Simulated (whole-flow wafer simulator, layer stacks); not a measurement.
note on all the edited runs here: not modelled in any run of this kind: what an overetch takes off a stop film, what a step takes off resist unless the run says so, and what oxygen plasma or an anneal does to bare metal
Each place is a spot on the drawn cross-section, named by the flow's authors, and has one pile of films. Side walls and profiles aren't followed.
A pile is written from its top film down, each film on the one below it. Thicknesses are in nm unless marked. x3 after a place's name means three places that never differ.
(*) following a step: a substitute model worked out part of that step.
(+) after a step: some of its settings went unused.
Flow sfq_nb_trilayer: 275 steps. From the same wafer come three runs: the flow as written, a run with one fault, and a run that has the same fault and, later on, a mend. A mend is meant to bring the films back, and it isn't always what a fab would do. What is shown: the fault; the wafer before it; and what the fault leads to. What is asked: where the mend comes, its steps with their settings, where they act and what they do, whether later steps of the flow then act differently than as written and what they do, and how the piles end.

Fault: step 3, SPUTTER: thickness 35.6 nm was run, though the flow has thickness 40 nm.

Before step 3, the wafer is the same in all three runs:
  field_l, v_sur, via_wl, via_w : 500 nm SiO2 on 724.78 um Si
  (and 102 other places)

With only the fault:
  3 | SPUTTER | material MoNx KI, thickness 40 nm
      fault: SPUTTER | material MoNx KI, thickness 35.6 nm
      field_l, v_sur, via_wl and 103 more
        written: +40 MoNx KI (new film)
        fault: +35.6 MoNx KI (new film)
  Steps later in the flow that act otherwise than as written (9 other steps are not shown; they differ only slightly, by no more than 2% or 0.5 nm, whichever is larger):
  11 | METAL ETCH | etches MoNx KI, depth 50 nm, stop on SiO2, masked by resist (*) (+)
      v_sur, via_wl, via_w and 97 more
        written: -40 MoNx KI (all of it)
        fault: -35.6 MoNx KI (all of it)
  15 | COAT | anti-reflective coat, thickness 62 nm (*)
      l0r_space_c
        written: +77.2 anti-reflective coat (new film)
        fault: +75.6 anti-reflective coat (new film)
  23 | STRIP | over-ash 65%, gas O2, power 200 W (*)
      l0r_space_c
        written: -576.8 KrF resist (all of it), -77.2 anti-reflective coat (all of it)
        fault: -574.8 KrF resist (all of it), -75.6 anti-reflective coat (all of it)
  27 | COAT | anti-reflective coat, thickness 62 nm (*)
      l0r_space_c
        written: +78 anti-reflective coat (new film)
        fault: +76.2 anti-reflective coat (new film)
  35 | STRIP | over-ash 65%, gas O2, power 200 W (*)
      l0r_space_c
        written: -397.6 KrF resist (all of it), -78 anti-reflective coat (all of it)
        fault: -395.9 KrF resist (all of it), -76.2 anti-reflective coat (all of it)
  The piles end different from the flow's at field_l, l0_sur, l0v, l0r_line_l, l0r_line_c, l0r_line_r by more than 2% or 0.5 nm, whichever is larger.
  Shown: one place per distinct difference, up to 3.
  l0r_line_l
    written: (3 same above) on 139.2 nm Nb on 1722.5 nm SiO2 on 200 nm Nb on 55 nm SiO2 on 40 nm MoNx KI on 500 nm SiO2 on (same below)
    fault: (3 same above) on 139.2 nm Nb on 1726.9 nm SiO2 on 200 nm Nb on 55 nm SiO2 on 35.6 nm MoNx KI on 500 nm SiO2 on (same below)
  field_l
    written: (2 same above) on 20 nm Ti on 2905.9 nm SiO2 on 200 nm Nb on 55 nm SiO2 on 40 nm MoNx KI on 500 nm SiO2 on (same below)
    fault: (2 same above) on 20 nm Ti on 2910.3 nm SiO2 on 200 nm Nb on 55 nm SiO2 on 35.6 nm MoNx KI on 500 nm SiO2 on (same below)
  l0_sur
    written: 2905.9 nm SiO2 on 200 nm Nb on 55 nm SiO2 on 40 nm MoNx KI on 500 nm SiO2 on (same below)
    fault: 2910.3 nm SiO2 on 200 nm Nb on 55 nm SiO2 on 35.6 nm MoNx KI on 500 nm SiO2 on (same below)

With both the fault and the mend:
  The mend stands after step 9.
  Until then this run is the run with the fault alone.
  9a | STRIP | over-ash 65%, gas O2, power 200 W (*)
      v_sur, via_wl, via_w and 97 more
        -62 anti-reflective coat (all of it)
      field_l, l0_sur, l0v, l0r_line_l, l0r_line_c, l0r_line_r
        -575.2 KrF resist (all of it), -62 anti-reflective coat (all of it)
  9b | SPUTTER | material MoNx KI, thickness 4.4 nm (the flow's step 3, run once more with other settings)
      field_l, v_sur, via_wl and 103 more
        +4.4 MoNx KI
  9c | COAT | anti-reflective coat, thickness 62 nm (the flow's step 4, run once more)
      field_l, v_sur, via_wl and 103 more
        +62 anti-reflective coat (new film)
  9d | COAT | KrF resist, thickness 600 nm (the flow's step 5, run once more)
      field_l, v_sur, via_wl and 103 more
        +600 KrF resist (new film)
  9e | SOFTBAKE | KrF resist (the flow's step 6, run once more)
      leaves every film unchanged at each place that is followed
  9f | EXPOSE | photomask L0, dose 11.59 mJ/cm2, NA 0.6, wavelength 248 nm (*) (the flow's step 7, run once more)
      leaves every film unchanged at each place that is followed
  9g | PEB | KrF resist, 90 s (the flow's step 8, run once more)
      field_l, v_sur, via_wl and 103 more
        -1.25 KrF resist
  9h | DEVELOP | KrF resist, thickness 600 nm, 60 s (the flow's step 9, run once more)
      v_sur, via_wl, via_w and 97 more
        -598.7 KrF resist (all of it)
      field_l, l0_sur, l0v, l0r_line_l, l0r_line_c, l0r_line_r
        -23.5 KrF resist
  Later steps of the flow that are run all act as written at every place that is followed.
  The piles end the same as the flow's at every place that both follow.
